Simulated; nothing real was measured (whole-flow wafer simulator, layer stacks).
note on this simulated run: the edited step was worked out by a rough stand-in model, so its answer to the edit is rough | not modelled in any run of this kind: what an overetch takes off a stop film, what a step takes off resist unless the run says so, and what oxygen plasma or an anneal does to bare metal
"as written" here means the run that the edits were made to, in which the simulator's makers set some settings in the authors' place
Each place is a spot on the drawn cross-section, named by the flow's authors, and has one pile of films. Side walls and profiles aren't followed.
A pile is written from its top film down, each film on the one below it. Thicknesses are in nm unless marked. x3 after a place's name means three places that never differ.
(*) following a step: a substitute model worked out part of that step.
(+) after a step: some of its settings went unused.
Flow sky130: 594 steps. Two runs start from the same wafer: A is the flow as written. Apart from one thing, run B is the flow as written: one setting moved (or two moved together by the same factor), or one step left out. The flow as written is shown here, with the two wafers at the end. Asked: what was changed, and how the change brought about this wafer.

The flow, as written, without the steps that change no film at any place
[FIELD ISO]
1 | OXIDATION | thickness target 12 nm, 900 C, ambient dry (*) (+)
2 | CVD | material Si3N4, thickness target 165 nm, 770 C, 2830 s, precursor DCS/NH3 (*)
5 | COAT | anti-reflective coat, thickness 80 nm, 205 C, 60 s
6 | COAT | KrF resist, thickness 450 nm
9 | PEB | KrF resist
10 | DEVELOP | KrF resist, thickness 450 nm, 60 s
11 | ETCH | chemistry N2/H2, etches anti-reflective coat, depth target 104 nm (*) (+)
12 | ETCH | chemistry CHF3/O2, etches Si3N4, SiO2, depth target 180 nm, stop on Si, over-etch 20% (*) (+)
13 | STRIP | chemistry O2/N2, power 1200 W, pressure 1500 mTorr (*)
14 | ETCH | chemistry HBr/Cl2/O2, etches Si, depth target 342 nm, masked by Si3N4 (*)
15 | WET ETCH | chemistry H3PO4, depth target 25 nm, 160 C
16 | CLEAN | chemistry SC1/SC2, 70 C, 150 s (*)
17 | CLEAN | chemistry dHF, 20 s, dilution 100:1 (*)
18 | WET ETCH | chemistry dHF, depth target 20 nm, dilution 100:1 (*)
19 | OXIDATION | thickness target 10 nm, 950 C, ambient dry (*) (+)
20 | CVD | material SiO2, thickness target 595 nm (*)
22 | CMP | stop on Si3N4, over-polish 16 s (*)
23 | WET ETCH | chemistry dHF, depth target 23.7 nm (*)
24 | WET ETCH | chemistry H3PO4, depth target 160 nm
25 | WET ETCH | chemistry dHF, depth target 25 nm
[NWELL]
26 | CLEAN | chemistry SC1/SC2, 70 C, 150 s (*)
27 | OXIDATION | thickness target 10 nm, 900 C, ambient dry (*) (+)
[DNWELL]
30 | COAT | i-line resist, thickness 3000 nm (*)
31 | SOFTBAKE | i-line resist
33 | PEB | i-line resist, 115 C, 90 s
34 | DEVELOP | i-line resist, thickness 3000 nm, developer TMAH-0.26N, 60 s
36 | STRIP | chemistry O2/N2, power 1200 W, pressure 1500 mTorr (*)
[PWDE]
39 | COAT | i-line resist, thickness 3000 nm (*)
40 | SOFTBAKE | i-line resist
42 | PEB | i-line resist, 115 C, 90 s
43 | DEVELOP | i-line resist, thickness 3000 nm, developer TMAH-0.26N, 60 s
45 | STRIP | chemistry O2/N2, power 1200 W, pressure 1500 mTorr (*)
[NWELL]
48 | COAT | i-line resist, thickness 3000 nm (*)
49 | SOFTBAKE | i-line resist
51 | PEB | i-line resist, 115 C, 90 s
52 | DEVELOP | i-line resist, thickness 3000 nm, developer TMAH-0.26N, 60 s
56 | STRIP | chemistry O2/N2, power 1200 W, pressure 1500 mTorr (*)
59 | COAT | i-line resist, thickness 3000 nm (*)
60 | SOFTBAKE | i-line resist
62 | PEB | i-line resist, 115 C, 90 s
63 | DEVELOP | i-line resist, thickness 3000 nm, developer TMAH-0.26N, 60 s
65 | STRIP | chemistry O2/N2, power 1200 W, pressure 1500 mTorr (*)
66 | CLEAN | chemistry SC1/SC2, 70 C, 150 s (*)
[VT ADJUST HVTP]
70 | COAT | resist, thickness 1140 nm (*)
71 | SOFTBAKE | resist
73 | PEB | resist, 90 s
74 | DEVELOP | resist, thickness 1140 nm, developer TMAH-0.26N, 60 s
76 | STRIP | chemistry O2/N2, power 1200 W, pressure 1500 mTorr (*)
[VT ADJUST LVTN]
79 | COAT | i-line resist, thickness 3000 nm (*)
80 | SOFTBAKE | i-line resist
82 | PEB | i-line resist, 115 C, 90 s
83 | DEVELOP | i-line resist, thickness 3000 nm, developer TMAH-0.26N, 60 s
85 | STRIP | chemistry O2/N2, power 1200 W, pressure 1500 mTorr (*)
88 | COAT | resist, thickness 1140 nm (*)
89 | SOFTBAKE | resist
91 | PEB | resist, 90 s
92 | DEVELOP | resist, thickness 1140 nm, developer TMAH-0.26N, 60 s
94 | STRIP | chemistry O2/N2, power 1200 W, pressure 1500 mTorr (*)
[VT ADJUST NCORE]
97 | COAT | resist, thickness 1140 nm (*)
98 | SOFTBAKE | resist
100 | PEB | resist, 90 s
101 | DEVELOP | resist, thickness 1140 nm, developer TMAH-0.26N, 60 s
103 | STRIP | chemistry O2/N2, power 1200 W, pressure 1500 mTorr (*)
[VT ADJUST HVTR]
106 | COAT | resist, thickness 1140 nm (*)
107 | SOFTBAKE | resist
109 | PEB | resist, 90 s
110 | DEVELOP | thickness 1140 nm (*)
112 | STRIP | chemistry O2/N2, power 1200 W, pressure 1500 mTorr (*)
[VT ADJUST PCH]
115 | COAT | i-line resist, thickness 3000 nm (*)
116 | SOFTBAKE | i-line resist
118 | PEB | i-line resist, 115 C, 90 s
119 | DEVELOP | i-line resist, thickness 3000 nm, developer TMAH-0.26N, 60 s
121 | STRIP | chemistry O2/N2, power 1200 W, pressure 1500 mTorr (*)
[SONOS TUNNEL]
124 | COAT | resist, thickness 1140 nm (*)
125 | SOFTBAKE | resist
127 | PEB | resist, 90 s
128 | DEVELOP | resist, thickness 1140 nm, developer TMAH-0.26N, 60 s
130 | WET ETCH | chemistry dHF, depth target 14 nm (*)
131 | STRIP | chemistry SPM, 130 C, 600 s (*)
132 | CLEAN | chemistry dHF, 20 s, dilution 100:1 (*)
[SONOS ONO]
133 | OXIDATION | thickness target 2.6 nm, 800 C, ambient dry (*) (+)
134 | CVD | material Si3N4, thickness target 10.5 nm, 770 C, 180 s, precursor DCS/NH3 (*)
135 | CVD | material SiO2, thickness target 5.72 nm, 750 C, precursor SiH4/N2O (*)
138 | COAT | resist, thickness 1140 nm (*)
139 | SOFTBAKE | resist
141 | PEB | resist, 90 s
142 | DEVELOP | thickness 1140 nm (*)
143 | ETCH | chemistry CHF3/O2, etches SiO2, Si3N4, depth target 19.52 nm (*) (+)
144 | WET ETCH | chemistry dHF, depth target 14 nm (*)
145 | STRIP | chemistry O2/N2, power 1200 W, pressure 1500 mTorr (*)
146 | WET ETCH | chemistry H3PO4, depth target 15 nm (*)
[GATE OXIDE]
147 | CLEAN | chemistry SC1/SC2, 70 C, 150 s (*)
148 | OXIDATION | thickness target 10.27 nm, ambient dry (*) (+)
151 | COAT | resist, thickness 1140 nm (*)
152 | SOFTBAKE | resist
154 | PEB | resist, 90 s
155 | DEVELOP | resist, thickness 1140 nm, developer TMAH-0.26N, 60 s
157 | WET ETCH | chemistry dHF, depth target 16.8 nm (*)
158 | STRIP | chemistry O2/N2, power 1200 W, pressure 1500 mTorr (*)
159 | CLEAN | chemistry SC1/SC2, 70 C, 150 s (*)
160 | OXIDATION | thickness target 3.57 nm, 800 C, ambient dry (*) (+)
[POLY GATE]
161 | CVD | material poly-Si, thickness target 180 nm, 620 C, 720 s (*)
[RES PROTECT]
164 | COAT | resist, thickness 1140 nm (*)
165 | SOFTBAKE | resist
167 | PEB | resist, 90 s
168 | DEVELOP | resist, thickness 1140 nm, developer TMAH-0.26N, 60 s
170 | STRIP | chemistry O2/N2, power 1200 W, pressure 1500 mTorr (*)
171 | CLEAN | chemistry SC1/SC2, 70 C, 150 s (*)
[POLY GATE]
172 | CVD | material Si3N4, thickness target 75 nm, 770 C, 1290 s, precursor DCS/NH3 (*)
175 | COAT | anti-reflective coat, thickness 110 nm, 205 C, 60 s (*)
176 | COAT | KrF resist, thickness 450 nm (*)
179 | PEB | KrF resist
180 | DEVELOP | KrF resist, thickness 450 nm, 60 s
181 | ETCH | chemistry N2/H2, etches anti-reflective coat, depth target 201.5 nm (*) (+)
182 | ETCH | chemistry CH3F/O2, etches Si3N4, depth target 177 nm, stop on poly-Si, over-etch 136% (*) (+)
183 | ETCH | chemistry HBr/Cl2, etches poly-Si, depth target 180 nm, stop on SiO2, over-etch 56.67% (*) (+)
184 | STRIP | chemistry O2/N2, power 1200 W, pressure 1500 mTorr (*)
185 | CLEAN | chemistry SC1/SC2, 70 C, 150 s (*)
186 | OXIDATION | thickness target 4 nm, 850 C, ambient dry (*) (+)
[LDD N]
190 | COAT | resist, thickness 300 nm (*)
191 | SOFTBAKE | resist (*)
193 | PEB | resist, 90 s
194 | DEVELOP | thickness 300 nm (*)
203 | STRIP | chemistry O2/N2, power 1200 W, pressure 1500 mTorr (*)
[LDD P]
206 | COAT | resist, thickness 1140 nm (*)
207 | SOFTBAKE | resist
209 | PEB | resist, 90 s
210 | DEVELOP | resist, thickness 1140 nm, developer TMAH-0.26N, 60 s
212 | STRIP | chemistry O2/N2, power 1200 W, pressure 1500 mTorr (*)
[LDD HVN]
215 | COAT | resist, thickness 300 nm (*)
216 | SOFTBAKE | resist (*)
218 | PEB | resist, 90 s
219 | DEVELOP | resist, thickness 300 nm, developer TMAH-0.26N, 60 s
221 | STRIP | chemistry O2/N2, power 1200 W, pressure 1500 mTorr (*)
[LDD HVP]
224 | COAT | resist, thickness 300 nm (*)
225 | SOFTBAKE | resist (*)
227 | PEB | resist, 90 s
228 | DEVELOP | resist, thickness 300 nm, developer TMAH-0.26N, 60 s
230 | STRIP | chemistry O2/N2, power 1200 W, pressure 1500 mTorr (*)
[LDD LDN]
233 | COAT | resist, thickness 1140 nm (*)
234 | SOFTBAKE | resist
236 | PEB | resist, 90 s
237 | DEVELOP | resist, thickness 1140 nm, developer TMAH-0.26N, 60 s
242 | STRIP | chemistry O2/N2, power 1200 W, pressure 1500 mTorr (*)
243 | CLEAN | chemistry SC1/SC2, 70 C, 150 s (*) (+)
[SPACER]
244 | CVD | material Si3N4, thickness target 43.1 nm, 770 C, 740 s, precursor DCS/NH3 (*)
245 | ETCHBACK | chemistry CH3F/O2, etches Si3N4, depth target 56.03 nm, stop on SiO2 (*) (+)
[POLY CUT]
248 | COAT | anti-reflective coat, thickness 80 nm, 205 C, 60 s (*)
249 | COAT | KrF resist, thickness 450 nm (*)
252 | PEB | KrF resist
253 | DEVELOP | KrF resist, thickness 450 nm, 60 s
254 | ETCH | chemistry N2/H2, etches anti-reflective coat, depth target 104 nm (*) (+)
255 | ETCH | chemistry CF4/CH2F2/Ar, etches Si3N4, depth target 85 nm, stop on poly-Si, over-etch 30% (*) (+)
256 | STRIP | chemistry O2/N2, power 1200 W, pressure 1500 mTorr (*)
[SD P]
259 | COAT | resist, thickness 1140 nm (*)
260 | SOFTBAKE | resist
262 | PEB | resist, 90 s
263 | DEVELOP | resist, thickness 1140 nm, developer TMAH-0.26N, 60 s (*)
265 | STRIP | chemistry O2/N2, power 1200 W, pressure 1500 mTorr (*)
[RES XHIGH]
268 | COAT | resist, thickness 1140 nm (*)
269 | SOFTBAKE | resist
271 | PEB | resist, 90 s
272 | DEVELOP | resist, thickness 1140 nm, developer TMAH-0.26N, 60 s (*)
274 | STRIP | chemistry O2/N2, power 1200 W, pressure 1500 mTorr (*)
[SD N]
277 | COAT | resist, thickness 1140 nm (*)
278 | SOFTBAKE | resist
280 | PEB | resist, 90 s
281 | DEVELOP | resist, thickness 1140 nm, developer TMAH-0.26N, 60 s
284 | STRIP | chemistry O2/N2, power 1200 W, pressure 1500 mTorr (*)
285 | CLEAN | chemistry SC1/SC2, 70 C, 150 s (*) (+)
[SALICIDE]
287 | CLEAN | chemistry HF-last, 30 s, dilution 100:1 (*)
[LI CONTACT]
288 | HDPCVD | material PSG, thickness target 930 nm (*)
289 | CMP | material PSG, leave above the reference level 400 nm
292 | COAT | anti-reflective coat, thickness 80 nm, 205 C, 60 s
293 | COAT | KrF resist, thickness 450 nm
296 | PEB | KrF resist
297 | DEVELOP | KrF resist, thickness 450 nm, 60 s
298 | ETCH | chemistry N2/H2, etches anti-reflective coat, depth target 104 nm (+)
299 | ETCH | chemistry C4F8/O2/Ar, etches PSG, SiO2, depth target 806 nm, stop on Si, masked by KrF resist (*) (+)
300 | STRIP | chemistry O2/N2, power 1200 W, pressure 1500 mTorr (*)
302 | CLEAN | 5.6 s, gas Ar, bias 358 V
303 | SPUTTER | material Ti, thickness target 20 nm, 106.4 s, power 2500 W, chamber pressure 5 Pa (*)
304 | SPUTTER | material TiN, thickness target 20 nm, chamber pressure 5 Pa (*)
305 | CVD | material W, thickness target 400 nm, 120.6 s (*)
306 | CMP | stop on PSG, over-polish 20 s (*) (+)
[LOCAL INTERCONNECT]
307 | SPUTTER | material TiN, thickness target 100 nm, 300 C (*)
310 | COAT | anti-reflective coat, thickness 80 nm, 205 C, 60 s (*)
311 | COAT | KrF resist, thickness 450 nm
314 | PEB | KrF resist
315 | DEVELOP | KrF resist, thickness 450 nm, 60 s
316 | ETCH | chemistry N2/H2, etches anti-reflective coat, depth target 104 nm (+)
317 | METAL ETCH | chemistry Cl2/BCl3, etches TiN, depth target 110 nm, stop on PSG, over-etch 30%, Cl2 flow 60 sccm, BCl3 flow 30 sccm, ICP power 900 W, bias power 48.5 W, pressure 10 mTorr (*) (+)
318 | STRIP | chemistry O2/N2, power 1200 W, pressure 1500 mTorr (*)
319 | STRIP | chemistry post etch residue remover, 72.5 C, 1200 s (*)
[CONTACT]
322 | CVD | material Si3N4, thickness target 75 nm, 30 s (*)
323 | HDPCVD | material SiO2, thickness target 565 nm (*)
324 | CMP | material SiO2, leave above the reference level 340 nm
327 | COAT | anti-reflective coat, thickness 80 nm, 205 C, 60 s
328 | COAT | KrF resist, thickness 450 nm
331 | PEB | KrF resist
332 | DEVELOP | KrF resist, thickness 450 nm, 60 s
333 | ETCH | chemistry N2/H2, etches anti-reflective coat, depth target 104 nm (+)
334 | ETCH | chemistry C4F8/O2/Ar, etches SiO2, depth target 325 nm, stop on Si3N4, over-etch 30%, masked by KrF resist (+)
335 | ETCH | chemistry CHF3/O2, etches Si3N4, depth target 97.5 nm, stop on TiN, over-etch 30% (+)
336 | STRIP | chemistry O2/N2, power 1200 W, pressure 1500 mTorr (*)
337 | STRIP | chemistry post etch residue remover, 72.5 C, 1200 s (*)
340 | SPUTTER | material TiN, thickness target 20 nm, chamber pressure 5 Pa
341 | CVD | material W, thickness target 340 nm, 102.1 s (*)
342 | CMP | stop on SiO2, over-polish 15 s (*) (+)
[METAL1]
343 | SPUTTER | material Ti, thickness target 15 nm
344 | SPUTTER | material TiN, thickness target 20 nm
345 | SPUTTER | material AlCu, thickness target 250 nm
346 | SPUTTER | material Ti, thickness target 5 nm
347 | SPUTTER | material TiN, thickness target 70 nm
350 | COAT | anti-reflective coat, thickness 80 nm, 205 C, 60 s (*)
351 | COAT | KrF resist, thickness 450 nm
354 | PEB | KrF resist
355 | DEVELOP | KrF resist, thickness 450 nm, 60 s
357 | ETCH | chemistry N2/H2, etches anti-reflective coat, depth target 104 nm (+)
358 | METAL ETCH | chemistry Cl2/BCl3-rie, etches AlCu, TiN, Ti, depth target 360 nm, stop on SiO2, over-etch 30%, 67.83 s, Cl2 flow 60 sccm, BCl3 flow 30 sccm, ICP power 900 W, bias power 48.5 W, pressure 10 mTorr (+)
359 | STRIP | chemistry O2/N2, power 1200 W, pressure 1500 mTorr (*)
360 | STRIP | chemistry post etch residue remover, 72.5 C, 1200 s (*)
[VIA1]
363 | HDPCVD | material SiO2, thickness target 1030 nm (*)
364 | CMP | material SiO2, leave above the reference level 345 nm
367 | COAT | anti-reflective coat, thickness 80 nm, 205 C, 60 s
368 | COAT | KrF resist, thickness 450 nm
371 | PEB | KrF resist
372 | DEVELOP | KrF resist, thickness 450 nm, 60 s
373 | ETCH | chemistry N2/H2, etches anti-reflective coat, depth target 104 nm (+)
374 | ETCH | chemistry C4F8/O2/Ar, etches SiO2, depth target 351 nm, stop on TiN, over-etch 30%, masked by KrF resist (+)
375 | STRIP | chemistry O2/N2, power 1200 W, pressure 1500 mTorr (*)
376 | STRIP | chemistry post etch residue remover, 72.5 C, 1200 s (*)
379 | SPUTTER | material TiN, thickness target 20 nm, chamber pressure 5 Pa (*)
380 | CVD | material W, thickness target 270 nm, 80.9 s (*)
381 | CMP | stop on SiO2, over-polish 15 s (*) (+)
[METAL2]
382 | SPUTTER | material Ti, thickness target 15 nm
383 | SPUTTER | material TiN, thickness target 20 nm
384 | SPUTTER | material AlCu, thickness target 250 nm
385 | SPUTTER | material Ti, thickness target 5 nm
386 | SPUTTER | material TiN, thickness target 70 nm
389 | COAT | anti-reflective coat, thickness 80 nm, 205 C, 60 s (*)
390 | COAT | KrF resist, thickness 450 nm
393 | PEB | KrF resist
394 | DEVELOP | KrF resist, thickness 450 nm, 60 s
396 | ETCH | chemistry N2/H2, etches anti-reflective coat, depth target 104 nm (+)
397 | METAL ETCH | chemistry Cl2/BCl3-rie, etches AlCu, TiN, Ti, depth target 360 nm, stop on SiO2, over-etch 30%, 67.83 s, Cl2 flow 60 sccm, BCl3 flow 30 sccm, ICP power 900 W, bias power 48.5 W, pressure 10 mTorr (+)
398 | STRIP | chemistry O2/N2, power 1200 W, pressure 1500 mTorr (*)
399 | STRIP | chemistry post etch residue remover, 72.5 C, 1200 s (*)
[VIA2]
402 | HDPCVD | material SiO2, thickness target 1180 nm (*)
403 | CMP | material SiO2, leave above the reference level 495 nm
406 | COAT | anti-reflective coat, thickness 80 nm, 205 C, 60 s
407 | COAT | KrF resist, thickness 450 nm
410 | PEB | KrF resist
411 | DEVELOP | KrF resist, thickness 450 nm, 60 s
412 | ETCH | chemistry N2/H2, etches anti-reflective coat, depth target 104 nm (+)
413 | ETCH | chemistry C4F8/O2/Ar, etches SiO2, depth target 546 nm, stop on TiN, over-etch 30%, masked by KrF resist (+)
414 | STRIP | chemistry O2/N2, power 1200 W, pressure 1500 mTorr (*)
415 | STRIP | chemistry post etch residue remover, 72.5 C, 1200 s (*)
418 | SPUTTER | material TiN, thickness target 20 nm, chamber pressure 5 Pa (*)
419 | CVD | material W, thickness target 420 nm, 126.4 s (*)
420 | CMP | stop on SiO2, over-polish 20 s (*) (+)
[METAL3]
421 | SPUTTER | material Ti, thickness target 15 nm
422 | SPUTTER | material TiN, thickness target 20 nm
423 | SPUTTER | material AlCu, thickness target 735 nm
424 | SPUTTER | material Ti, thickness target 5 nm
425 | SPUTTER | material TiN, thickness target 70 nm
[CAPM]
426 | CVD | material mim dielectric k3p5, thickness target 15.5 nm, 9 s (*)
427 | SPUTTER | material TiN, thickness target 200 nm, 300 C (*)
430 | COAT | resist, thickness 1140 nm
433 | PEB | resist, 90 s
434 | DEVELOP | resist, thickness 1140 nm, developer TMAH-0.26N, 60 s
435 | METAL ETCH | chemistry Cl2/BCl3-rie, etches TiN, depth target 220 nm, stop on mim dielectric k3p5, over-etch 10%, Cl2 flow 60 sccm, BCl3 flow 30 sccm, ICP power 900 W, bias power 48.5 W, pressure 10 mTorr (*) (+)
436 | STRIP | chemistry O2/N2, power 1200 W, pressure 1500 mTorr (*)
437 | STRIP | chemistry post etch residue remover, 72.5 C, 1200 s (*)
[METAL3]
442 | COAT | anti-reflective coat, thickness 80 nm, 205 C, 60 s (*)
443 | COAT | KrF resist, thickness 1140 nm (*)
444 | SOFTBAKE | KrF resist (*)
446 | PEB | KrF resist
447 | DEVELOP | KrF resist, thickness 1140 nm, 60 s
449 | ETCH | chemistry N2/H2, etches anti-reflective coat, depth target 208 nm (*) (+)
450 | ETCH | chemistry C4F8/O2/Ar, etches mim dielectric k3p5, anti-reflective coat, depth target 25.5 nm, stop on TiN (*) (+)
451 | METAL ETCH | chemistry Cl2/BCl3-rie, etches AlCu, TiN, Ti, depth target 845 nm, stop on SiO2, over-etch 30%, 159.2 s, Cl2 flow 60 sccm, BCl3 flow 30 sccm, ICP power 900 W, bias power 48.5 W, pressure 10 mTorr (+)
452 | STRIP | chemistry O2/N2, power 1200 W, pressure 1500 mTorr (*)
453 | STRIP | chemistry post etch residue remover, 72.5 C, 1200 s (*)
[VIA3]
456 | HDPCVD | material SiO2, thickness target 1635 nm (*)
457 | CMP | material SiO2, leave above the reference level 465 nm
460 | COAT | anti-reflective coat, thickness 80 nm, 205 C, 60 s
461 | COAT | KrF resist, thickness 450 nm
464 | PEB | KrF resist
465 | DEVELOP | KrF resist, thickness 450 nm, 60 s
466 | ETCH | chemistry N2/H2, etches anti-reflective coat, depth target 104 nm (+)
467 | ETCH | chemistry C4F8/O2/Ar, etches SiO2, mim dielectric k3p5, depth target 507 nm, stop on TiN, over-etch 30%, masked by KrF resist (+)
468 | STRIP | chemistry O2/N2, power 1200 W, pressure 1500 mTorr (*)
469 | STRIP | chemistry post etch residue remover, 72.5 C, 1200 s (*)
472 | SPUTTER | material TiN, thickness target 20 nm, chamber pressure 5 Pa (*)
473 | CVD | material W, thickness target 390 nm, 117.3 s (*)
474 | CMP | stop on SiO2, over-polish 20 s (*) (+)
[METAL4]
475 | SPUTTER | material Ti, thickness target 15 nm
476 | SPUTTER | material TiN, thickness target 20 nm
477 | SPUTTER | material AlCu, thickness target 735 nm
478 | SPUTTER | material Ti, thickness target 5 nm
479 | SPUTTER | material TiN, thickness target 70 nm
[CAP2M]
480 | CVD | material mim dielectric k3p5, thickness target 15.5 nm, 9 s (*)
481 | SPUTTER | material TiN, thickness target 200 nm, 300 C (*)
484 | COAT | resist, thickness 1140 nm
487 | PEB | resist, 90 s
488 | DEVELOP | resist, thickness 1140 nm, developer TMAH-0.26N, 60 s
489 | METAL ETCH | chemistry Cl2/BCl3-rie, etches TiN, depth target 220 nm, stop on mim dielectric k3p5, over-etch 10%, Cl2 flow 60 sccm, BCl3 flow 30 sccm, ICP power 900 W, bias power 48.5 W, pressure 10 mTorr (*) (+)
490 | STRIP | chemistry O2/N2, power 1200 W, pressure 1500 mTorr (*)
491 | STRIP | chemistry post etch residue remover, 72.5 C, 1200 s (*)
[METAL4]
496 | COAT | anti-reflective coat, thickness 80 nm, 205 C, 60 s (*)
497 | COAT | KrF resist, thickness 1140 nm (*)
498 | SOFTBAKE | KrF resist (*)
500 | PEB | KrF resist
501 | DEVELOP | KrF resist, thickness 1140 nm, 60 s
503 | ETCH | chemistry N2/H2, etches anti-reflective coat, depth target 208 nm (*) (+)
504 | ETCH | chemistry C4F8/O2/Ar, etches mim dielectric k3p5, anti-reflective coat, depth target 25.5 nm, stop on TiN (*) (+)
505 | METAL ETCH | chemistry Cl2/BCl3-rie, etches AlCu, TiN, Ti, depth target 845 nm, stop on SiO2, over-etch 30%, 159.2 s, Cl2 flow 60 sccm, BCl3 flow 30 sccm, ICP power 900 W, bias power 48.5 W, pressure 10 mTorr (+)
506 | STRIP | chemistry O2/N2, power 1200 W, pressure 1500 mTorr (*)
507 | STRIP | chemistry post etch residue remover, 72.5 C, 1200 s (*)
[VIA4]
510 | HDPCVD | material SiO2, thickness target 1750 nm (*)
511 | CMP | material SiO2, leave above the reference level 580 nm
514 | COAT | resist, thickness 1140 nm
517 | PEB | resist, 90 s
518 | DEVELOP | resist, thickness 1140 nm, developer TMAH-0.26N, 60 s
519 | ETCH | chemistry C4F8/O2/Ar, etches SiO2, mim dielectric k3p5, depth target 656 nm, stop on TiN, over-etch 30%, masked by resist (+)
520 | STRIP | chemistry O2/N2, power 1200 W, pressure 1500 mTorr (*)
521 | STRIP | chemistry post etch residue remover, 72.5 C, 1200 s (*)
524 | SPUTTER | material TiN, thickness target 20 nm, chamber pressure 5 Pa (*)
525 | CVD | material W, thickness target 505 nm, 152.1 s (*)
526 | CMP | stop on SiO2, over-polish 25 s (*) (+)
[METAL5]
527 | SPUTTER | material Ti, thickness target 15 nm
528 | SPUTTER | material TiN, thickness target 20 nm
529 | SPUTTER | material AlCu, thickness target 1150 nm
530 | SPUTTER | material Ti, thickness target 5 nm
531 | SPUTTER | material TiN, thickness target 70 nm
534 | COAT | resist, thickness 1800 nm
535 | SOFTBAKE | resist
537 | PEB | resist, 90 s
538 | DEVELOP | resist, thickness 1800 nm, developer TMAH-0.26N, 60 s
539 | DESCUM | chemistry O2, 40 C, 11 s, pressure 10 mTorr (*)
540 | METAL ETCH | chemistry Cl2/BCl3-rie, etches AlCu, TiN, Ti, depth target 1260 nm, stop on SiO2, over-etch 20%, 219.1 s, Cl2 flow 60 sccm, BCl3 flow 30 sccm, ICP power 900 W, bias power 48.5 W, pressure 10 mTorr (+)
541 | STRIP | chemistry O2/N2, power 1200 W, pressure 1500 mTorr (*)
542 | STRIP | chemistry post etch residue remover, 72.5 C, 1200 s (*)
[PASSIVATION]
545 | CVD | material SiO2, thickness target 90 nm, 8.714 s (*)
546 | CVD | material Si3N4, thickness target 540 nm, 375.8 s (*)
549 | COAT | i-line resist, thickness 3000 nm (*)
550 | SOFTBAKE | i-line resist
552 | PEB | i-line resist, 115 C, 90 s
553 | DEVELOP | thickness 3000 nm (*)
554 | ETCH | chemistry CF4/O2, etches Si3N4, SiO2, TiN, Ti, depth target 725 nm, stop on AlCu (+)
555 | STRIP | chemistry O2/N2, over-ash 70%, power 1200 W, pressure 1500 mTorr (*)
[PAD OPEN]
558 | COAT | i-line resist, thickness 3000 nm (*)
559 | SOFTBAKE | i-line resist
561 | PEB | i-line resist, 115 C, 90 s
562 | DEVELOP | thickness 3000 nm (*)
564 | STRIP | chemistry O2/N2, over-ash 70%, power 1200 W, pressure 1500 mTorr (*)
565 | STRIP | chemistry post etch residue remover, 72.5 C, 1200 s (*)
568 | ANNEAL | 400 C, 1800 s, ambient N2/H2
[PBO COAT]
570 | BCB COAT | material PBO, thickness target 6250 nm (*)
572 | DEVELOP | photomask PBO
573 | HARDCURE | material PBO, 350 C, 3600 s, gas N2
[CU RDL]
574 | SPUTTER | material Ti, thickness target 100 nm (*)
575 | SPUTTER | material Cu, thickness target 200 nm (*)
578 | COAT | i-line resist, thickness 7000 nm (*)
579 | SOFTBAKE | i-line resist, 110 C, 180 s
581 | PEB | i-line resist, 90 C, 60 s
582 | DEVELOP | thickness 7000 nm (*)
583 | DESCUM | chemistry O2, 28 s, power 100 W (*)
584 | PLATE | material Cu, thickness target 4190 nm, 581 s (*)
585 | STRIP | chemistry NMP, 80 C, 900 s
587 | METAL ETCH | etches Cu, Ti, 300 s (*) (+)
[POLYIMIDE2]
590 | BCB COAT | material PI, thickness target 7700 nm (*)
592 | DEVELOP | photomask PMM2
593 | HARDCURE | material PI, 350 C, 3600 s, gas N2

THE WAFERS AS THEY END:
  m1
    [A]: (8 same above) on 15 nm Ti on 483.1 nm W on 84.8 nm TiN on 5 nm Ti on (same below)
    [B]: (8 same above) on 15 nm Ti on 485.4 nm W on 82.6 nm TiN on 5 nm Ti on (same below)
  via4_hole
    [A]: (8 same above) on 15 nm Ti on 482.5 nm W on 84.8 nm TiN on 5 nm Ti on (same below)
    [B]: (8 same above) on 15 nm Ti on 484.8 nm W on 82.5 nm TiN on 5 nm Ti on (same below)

Cause: step 524, SPUTTER: thickness target 17 nm was run, while the flow as written has thickness target 20 nm.

Step by step, how the change led to this:
  524 | SPUTTER | material TiN, thickness target 20 nm, chamber pressure 5 Pa (*)
      field, active, n_well and 188 more: A +20 TiN (new film) | B +17 TiN (new film)
      m1, via4_hole: A +15.3 TiN | B +13 TiN
  526 | CMP | stop on SiO2, over-polish 25 s (*) (+)
      field, active, n_well and 188 more: A -505 W (all of it), -20 TiN (all of it), -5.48 SiO2 | B -505 W (all of it), -17 TiN (all of it), -5.48 SiO2
